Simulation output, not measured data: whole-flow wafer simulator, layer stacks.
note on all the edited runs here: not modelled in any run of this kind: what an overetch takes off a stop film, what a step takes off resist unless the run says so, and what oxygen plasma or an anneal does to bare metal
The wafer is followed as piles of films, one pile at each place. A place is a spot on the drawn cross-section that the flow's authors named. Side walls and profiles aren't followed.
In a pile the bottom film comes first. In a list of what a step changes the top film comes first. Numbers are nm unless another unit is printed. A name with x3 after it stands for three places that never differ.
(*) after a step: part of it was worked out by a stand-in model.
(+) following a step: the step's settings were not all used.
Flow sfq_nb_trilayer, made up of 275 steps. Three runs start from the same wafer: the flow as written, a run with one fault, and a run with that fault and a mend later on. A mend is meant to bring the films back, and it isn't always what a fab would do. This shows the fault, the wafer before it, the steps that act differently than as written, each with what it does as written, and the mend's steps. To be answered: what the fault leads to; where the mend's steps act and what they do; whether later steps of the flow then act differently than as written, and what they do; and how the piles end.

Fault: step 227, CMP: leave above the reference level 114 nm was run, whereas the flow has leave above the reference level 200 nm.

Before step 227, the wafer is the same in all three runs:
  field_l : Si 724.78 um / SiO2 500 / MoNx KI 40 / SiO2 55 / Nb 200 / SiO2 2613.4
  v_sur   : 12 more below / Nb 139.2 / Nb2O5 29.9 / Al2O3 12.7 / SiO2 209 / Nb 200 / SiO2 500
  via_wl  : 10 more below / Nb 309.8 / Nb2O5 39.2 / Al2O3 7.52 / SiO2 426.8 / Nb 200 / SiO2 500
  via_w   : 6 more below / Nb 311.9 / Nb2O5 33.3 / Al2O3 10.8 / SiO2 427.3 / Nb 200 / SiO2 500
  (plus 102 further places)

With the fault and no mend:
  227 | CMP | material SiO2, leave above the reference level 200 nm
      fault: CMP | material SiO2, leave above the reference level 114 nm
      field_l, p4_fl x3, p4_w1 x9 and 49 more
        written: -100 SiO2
        fault: -186 SiO2
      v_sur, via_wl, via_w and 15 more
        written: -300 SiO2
        fault: -386 SiO2
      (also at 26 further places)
  Steps further on in the flow that do not act as written (not shown: 3 more steps that differ only slightly, by at most 2% or 0.5 nm, whichever is larger):
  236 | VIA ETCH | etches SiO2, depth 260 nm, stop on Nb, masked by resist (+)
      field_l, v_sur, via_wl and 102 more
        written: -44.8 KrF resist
        fault: -29.4 KrF resist
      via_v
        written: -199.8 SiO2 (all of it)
        fault: -113.8 SiO2 (all of it)
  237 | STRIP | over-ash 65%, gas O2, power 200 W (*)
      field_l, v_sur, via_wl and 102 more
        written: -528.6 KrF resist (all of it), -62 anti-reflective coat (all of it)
        fault: -544 KrF resist (all of it), -62 anti-reflective coat (all of it)
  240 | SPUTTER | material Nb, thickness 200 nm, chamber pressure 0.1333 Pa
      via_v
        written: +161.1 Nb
        fault: +182.2 Nb
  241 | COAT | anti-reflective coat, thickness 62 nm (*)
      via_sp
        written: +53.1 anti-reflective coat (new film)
        fault: +54.8 anti-reflective coat (new film)
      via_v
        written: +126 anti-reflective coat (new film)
        fault: +105.9 anti-reflective coat (new film)
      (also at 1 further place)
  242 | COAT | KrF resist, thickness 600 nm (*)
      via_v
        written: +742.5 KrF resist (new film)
        fault: +670 KrF resist (new film)
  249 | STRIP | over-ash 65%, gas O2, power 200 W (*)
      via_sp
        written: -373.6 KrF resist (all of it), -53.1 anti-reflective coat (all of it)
        fault: -379.6 KrF resist (all of it), -54.8 anti-reflective coat (all of it)
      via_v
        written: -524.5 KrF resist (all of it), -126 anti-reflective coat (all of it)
        fault: -452.2 KrF resist (all of it), -105.9 anti-reflective coat (all of it)
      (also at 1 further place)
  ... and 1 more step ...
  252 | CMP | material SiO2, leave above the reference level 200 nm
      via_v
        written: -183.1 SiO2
        fault: -169.3 SiO2
  By the end, the piles at field_l, v_sur, via_wl and 103 more depart from the flow's by more than 2% or 0.5 nm, whichever is larger.
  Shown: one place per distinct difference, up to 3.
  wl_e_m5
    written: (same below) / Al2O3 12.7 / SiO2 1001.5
    fault: (same below) / Al2O3 12.7 / SiO2 915.5
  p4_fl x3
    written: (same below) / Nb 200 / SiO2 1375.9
    fault: (same below) / Nb 200 / SiO2 1289.9
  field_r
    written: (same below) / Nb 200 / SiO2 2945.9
    fault: (same below) / Nb 200 / SiO2 2859.9

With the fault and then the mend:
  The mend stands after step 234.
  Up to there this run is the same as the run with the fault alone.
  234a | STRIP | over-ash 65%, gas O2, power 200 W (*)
      field_l, v_sur, via_wl and 102 more
        -625.1 KrF resist (all of it), -62 anti-reflective coat (all of it)
      via_v
        -62 anti-reflective coat (all of it)
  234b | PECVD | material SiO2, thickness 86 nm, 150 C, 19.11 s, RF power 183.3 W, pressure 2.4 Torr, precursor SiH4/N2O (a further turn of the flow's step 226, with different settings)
      field_l, v_sur, via_wl and 103 more
        +86 SiO2
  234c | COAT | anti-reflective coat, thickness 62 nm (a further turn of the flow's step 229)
      field_l, v_sur, via_wl and 103 more
        +62 anti-reflective coat (new film)
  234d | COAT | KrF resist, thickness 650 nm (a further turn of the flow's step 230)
      field_l, v_sur, via_wl and 103 more
        +650 KrF resist (new film)
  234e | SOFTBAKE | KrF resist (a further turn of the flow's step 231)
      alters no film at any place that is followed
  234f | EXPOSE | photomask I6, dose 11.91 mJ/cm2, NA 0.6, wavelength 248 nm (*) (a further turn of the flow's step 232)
      alters no film at any place that is followed
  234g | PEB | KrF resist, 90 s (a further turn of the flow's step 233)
      field_l, v_sur, via_wl and 103 more
        -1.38 KrF resist
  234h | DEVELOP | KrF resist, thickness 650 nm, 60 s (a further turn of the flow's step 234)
      field_l, v_sur, via_wl and 102 more
        -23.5 KrF resist
      via_v
        -648.6 KrF resist (all of it)
  Later steps of the flow that are run all act as written at every place that is followed.
  By the end, the piles equal the flow's at every place that both follow.
